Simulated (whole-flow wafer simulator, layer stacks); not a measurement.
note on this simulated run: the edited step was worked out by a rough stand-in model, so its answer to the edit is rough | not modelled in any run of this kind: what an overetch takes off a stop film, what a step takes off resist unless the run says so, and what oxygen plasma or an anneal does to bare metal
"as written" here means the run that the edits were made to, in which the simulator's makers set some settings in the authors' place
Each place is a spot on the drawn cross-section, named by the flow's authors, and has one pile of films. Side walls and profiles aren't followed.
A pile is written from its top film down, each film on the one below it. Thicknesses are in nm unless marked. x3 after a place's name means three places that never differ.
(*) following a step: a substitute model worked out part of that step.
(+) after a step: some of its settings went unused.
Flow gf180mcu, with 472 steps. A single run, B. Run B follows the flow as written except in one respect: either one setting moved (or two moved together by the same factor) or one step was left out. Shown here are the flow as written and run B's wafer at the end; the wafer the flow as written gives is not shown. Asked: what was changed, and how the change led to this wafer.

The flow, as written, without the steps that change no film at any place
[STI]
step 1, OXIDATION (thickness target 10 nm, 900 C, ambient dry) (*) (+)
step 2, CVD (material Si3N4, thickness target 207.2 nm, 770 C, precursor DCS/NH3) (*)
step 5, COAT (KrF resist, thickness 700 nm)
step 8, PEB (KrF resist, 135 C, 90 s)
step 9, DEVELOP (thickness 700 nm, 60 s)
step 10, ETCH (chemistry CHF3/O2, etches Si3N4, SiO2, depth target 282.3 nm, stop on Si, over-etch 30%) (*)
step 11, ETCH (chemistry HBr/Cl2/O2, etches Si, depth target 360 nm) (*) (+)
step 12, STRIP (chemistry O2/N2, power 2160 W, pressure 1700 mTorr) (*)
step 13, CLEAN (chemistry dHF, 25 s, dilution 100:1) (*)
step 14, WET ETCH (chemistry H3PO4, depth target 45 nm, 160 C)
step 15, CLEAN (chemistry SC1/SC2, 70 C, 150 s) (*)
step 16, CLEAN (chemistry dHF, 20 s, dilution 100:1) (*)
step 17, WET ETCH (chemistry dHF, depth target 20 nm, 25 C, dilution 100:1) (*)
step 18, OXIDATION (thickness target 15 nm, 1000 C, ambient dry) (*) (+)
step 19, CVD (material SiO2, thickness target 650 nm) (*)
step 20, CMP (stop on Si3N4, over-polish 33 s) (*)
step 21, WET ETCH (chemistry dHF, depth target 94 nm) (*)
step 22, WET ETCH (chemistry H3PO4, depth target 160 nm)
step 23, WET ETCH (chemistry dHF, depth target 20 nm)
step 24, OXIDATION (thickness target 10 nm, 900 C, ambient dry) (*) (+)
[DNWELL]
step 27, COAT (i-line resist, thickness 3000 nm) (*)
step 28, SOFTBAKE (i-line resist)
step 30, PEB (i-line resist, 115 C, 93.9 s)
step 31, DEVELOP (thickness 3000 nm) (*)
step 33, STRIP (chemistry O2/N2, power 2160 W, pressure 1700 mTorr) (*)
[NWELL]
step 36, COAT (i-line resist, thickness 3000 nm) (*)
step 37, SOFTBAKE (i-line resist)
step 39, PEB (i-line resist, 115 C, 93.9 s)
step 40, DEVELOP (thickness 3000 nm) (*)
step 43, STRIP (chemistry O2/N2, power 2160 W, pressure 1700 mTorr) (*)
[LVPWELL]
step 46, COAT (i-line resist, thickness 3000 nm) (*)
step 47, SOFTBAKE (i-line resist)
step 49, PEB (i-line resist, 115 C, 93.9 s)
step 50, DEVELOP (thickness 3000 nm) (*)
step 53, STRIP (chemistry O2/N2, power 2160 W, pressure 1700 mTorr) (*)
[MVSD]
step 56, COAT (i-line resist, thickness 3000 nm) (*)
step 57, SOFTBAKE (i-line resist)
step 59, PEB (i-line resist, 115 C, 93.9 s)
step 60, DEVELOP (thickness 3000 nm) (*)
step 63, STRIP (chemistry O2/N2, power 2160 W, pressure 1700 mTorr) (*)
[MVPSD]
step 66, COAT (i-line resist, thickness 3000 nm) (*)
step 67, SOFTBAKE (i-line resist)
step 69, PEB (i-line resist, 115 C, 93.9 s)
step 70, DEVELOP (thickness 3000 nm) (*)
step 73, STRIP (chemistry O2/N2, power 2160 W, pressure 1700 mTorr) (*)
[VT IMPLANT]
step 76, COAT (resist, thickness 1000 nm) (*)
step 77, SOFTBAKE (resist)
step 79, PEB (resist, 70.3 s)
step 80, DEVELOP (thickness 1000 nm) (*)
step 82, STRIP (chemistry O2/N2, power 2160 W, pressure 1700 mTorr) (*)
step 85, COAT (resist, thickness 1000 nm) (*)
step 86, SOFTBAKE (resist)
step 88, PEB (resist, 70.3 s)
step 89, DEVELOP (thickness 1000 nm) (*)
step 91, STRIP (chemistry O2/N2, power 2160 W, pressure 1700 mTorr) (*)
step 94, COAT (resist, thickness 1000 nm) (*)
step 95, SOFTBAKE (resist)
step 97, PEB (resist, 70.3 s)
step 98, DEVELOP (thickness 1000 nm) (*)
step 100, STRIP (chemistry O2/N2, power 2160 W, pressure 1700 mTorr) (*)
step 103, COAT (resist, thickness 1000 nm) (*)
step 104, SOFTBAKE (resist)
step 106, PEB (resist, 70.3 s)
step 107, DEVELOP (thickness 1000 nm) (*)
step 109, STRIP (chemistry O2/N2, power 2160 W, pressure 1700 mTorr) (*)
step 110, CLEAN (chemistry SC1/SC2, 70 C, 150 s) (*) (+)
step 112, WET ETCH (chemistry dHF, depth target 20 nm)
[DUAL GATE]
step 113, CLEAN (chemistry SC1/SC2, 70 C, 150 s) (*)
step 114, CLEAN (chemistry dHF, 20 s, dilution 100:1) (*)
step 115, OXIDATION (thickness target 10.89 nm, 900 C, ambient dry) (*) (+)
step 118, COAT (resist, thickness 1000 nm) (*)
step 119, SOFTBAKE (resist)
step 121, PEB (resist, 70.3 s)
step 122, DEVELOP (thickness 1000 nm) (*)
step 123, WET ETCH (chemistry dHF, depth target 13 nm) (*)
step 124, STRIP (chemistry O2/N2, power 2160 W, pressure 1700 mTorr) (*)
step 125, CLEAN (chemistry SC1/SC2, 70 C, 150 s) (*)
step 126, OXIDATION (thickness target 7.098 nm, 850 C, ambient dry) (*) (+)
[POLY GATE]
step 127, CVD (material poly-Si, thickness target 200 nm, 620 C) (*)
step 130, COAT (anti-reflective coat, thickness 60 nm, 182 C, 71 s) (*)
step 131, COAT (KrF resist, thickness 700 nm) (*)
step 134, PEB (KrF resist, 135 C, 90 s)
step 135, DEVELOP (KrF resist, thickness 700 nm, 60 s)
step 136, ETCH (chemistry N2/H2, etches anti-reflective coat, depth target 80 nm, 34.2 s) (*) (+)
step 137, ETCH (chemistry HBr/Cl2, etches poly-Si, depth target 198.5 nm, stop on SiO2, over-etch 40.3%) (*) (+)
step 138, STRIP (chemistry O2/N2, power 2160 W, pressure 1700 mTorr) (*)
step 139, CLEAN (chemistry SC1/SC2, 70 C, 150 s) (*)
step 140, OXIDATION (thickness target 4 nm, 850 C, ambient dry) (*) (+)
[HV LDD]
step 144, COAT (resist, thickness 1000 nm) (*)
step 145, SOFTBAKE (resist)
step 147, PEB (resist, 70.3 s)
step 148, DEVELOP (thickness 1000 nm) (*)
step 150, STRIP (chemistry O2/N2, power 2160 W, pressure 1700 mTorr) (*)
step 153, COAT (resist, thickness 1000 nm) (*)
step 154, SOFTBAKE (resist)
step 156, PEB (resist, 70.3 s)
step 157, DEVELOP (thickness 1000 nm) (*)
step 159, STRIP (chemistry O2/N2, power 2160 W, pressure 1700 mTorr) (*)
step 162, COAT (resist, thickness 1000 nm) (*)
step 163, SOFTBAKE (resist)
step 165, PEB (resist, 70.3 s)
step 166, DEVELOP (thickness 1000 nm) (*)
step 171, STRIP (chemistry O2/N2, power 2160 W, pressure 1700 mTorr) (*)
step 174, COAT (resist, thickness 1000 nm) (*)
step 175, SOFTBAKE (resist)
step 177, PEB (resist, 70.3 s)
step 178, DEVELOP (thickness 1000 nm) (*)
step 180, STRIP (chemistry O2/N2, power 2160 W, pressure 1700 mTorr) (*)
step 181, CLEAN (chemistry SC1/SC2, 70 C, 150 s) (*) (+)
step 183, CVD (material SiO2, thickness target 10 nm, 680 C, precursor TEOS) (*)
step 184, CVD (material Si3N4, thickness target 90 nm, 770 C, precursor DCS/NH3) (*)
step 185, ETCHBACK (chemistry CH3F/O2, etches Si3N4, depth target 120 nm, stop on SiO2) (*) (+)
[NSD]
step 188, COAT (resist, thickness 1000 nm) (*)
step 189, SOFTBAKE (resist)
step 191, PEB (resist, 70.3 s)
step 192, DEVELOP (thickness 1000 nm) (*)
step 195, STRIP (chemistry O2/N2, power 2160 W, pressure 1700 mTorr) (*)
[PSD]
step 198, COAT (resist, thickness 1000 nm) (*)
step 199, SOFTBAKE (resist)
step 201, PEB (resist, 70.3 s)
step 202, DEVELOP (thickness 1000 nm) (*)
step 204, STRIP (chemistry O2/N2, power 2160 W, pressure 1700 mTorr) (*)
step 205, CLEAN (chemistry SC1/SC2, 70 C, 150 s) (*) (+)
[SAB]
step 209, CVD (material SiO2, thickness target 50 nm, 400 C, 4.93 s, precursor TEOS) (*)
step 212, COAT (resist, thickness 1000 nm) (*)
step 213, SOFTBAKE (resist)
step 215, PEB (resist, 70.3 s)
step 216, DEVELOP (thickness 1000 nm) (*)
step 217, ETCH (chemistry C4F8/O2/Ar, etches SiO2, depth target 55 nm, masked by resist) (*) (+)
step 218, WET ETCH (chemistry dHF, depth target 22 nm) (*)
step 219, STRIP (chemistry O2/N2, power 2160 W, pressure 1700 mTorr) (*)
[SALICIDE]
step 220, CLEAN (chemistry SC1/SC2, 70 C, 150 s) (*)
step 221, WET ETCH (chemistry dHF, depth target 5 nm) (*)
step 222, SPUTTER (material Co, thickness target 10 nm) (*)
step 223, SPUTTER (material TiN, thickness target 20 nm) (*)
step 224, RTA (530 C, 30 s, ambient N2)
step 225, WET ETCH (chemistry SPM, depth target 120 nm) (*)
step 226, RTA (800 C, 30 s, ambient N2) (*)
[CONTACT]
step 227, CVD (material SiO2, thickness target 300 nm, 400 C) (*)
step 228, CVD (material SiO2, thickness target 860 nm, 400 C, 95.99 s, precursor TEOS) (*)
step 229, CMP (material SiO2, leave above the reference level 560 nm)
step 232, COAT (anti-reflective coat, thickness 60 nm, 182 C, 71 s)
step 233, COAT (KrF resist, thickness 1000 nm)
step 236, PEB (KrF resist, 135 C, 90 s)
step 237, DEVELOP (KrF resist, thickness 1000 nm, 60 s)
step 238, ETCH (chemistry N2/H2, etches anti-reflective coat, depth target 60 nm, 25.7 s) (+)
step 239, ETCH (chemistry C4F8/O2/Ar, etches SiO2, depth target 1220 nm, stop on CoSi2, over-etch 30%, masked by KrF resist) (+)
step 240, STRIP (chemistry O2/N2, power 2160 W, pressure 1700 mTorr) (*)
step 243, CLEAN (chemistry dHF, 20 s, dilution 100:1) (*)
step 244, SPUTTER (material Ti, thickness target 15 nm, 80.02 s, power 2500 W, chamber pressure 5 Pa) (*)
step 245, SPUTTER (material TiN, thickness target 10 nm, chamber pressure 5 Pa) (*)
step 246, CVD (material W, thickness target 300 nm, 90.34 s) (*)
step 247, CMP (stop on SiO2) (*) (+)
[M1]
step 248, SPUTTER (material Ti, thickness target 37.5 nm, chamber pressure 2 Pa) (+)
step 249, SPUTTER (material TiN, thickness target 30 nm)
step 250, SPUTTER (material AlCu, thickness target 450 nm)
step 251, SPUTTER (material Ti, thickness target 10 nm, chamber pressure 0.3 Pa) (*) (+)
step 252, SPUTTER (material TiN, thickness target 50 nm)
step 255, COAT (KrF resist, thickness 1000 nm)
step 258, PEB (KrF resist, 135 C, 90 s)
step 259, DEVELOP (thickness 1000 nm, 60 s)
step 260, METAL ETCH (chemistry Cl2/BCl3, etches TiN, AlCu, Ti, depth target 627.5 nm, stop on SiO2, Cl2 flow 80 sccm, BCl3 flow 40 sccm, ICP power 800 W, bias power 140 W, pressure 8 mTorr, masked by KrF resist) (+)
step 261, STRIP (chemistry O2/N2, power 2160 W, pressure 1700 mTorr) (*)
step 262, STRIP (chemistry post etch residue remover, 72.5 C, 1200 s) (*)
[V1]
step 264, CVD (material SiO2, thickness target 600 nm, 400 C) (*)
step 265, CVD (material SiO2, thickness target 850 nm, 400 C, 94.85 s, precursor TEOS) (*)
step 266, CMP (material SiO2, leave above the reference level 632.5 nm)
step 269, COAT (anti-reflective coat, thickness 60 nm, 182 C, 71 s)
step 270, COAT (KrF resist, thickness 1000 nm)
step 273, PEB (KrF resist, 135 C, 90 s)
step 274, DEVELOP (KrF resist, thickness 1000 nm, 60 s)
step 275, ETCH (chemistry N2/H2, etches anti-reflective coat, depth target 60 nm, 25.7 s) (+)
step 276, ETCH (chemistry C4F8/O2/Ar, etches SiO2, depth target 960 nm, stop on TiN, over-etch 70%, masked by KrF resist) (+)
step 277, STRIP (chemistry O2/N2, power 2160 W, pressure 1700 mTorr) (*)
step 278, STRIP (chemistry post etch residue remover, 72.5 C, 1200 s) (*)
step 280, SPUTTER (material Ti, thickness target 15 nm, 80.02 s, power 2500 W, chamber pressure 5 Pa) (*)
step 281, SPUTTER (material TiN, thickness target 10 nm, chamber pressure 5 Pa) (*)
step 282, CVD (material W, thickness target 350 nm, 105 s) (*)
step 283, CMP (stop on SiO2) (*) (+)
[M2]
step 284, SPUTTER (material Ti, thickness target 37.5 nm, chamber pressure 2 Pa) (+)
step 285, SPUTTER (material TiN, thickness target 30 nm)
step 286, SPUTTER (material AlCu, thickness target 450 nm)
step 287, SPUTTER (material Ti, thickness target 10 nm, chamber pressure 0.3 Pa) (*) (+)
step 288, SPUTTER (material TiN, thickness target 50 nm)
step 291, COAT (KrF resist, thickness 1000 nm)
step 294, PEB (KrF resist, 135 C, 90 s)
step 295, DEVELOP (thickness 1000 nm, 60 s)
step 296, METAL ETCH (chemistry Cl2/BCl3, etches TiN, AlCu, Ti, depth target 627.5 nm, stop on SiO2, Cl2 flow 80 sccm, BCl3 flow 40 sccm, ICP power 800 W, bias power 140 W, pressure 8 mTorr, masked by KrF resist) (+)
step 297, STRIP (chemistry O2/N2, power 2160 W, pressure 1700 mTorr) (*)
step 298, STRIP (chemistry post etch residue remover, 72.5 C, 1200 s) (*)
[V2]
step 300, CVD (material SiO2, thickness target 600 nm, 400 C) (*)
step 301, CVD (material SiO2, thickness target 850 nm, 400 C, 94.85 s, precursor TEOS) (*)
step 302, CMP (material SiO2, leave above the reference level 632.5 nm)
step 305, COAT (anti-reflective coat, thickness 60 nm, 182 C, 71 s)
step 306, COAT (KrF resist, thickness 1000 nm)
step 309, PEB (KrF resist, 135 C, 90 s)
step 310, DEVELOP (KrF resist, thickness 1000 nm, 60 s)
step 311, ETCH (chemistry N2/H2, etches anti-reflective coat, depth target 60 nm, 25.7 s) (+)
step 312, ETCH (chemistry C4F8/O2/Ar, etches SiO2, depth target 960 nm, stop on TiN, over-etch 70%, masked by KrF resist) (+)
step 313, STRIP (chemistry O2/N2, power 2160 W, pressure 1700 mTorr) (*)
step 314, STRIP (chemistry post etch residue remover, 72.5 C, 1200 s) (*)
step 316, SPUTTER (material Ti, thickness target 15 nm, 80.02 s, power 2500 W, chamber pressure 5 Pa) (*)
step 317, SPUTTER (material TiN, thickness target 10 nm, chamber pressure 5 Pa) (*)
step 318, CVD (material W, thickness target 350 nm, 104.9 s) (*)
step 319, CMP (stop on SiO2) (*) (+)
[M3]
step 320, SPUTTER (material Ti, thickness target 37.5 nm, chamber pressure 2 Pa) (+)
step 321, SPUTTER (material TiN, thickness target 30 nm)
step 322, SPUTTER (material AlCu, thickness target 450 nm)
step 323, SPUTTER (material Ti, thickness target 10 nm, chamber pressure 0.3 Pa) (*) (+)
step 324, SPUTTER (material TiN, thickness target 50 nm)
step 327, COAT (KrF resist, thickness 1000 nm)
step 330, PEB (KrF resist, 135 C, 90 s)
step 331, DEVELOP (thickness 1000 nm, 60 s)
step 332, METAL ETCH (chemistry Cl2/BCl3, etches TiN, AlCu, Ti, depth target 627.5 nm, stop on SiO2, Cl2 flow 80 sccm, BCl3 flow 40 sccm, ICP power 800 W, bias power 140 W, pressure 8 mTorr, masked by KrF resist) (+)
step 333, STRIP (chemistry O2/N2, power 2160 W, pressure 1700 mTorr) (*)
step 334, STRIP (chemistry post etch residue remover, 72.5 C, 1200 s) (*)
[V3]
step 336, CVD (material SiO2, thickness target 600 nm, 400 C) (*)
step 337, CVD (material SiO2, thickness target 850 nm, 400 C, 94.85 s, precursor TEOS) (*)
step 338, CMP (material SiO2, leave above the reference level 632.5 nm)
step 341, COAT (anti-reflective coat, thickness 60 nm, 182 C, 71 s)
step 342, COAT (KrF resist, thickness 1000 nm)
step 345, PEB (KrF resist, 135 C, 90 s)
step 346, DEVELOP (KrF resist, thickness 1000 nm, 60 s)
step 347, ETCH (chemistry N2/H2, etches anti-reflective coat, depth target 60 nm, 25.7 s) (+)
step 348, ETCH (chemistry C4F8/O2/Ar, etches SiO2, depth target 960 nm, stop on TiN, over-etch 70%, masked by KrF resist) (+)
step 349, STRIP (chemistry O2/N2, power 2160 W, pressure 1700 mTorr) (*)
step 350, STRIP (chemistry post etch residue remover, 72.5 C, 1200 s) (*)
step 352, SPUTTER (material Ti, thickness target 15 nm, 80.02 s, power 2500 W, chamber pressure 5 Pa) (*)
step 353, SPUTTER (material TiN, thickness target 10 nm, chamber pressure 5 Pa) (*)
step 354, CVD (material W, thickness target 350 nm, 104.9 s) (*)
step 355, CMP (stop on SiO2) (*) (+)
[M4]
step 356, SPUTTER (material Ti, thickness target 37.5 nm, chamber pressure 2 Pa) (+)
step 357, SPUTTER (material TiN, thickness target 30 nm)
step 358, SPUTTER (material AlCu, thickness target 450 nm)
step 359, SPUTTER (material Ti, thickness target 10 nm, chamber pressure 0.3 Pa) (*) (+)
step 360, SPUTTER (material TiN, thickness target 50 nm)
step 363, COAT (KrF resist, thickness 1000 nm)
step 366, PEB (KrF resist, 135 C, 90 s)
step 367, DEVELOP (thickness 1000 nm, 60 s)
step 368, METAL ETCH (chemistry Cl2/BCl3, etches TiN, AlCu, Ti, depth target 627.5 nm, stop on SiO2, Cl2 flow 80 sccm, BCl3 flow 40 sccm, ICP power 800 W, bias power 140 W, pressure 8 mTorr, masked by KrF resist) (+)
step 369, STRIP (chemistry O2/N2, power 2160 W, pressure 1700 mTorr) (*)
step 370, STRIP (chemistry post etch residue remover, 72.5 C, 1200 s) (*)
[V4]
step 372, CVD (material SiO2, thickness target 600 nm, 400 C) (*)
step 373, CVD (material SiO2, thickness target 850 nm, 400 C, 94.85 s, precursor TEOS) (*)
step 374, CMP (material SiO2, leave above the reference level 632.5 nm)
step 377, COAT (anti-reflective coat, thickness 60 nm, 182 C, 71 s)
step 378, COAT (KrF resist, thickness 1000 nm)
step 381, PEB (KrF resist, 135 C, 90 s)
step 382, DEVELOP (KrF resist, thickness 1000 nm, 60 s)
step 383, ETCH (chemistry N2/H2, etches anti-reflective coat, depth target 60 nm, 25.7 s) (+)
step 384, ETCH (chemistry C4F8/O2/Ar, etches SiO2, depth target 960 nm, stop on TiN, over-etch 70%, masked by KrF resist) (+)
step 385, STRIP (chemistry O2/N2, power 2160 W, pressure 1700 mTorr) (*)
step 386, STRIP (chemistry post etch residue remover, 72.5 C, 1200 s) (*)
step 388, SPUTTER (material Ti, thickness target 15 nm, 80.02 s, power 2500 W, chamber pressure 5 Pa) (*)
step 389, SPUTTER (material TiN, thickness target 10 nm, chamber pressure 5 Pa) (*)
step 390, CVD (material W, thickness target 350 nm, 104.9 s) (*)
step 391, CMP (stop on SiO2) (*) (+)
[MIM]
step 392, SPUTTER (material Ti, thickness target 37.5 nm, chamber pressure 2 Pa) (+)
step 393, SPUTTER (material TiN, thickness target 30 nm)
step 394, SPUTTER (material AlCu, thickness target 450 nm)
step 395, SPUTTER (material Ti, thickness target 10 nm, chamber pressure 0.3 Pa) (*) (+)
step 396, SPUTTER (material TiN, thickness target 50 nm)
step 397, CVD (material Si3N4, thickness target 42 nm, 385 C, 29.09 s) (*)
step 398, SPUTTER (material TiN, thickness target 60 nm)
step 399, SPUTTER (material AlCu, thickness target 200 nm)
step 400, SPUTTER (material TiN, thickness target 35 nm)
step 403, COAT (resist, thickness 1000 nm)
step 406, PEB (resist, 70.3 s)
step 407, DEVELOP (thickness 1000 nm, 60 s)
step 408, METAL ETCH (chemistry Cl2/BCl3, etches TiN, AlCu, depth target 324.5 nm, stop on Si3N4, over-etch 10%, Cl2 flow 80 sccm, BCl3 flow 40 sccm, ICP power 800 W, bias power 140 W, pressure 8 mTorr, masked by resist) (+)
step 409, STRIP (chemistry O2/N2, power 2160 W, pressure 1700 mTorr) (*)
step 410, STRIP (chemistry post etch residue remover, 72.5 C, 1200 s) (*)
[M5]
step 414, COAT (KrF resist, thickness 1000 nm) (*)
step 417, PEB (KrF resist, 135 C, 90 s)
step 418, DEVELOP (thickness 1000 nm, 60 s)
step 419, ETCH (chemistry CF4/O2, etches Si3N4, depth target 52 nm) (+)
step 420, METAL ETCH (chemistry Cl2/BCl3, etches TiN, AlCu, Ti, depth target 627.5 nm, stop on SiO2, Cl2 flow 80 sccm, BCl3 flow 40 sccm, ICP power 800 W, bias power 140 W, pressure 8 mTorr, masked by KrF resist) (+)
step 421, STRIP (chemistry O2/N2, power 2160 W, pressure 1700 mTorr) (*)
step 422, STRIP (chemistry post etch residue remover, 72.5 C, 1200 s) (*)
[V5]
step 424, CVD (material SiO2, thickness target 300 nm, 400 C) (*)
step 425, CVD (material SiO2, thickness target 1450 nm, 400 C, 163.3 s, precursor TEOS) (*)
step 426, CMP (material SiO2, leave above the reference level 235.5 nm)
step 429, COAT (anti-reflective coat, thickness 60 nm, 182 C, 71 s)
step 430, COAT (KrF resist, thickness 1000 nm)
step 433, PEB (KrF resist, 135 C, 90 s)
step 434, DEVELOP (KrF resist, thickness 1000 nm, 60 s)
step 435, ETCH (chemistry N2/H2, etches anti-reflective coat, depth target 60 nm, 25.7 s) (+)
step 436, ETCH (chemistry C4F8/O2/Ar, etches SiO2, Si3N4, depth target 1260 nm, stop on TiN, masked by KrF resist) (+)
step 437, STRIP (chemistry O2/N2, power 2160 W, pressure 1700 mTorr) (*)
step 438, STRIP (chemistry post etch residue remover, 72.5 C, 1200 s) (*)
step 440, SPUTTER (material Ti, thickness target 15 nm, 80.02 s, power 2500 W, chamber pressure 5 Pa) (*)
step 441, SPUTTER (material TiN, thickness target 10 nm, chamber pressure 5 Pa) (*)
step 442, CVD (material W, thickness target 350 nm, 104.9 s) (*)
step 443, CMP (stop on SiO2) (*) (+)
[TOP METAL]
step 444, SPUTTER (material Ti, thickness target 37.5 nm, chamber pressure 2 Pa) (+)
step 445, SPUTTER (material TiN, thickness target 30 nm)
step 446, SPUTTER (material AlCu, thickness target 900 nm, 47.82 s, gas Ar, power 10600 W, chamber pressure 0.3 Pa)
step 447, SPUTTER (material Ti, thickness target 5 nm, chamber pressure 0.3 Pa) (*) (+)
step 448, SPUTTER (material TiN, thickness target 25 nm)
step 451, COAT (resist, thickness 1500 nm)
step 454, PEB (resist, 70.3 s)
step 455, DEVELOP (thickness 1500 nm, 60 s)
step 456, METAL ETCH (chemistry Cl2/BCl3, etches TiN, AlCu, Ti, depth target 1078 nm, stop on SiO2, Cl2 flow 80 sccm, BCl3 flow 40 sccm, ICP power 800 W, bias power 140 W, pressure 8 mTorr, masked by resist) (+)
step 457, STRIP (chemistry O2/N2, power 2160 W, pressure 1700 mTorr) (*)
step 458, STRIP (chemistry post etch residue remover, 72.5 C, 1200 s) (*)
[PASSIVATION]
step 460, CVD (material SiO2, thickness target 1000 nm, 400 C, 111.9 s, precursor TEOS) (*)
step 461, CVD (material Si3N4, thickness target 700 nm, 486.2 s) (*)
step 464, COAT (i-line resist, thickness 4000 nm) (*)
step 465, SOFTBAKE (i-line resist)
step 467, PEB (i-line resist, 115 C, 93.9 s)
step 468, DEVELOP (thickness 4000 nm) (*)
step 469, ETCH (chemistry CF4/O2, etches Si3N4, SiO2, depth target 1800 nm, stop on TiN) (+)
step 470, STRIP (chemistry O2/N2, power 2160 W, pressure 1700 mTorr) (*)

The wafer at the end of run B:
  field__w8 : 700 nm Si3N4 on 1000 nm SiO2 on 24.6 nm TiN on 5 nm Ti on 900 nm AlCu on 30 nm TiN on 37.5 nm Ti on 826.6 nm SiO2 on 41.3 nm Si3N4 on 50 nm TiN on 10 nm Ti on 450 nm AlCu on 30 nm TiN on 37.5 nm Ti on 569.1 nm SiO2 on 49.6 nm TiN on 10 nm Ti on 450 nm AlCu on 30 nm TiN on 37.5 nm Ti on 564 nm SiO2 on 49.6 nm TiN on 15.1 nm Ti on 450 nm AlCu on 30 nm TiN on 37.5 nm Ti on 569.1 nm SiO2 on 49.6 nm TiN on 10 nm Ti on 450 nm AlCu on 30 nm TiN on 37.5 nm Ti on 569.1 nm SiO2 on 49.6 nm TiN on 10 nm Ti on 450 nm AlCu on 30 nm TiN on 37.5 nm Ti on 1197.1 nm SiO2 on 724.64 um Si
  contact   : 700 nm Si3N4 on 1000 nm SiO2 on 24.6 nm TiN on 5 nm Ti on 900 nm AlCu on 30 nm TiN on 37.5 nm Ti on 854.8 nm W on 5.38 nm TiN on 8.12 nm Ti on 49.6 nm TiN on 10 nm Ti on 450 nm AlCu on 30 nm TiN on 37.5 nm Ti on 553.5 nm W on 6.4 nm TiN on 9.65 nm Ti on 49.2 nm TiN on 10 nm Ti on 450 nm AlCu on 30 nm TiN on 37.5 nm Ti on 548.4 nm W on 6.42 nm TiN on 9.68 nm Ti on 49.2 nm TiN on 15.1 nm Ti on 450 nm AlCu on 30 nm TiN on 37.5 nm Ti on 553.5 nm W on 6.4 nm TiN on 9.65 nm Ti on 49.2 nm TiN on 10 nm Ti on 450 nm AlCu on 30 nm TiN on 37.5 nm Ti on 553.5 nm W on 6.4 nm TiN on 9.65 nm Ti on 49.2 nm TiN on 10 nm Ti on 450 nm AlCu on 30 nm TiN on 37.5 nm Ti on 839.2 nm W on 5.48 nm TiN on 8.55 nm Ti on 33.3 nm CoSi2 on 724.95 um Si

Cause: step 323, SPUTTER: thickness target 15.1 nm was run, while the flow as written has thickness target 10 nm.
One can read it off the wafer: field__w8 has Ti 15.1, and step 323 as written asks for 10 nm.

The path from the change to this, step by step:
  step 323, SPUTTER (material Ti, thickness target 10 nm, chamber pressure 0.3 Pa) (*) (+)
      field, field__w1, field__w2 and 108 more: +15.1 Ti (new film) (in the flow as written it would be: +10 Ti (new film))
  step 332, METAL ETCH (chemistry Cl2/BCl3, etches TiN, AlCu, Ti, depth target 627.5 nm, stop on SiO2, Cl2 flow 80 sccm, BCl3 flow 40 sccm, ICP power 800 W, bias power 140 W, pressure 8 mTorr, masked by KrF resist) (+)
      field, field__w1, field__w2 and 103 more: -50 TiN (all of it), -15.1 Ti (all of it), -450 AlCu (all of it), -30 TiN (all of it), -37.5 Ti (all of it) (in the flow as written it would be: -50 TiN (all of it), -10 Ti (all of it), -450 AlCu (all of it), -30 TiN (all of it), -37.5 Ti (all of it))
